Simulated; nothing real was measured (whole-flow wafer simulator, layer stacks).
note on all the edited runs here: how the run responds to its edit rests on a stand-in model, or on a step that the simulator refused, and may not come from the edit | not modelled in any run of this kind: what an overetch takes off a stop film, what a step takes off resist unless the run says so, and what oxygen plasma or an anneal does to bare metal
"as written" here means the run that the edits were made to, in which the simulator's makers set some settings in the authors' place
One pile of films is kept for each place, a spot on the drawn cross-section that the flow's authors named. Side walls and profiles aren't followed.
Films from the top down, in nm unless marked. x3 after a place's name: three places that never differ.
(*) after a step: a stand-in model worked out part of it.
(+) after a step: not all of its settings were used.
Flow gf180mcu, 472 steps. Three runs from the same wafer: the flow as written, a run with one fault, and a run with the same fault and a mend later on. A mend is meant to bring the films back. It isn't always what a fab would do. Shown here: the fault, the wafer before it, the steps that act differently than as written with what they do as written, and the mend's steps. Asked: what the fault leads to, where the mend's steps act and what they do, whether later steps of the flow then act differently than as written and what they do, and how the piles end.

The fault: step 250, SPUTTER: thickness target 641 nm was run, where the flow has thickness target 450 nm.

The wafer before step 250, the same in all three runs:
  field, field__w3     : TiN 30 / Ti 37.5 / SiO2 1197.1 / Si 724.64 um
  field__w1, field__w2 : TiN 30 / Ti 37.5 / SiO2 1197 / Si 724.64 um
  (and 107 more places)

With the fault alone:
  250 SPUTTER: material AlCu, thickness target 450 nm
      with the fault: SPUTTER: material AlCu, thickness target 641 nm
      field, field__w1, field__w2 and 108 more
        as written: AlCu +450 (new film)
        with the fault: AlCu +641 (new film)
  Later steps of the flow that act differently than as written:
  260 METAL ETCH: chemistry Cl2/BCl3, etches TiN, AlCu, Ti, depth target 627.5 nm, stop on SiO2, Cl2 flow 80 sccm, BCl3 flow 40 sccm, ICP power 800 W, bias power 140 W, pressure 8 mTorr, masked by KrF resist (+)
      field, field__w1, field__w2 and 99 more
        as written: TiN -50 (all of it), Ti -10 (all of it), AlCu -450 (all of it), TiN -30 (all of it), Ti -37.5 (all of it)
        with the fault: TiN -50 (all of it), Ti -10 (all of it), AlCu -567.5
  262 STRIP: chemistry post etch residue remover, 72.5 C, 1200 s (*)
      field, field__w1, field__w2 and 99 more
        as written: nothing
        with the fault: AlCu -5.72
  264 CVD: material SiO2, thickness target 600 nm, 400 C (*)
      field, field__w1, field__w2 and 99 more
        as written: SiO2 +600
        with the fault: SiO2 +600 (new film)
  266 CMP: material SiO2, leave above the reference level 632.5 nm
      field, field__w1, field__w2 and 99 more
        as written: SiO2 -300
        with the fault: SiO2 -244.3
  At the end the piles differ from the flow's by more than 2% or 0.5 nm, whichever is larger, at field, field__w1, field__w2 and 109 more.
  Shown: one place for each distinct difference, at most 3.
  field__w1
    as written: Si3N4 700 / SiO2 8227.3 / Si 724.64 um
    with the fault: Si3N4 700 / SiO2 7086 / AlCu 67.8 / TiN 30 / Ti 37.5 / SiO2 1197 / Si 724.64 um
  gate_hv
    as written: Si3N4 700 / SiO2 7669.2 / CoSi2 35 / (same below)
    with the fault: Si3N4 700 / SiO2 7086 / AlCu 67.8 / TiN 30 / Ti 37.5 / SiO2 638.9 / CoSi2 35 / (same below)
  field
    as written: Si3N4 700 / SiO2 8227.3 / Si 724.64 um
    with the fault: Si3N4 700 / SiO2 7086 / AlCu 67.8 / TiN 30 / Ti 37.5 / SiO2 1197.1 / Si 724.64 um

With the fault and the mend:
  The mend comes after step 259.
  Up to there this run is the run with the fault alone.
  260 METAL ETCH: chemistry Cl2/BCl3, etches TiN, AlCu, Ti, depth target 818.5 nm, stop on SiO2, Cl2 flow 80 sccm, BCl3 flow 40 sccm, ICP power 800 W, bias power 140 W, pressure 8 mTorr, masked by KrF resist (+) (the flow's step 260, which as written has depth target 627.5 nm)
      field, field__w1, field__w2 and 99 more
        TiN -50 (all of it), Ti -10 (all of it), AlCu -641 (all of it), TiN -30 (all of it), Ti -37.5 (all of it)
      field__w8, contact, m1 and 6 more
        KrF resist -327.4
  Later steps of the flow that act differently than as written:
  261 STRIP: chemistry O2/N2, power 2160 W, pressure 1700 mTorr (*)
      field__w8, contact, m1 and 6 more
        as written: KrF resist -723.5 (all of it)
        with the mend: KrF resist -647.1 (all of it)
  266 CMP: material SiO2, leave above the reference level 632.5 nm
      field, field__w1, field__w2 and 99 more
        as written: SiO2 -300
        with the mend: SiO2 -109
  At the end the piles differ from the flow's by more than 2% or 0.5 nm, whichever is larger, at field, field__w1, field__w2 and 109 more.
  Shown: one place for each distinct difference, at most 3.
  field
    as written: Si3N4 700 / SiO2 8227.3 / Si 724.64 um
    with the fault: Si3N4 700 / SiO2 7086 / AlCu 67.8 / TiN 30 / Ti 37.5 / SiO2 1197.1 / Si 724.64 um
    with the mend: Si3N4 700 / SiO2 8418.3 / Si 724.64 um
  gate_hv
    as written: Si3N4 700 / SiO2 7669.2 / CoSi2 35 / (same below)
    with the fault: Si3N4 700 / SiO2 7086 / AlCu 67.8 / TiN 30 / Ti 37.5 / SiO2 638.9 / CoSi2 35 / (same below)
    with the mend: Si3N4 700 / SiO2 7860.2 / CoSi2 35 / (same below)
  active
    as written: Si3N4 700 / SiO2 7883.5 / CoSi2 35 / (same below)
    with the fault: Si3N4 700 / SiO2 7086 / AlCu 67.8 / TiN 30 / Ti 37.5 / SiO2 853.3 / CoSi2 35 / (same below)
    with the mend: Si3N4 700 / SiO2 8074.5 / CoSi2 35 / (same below)
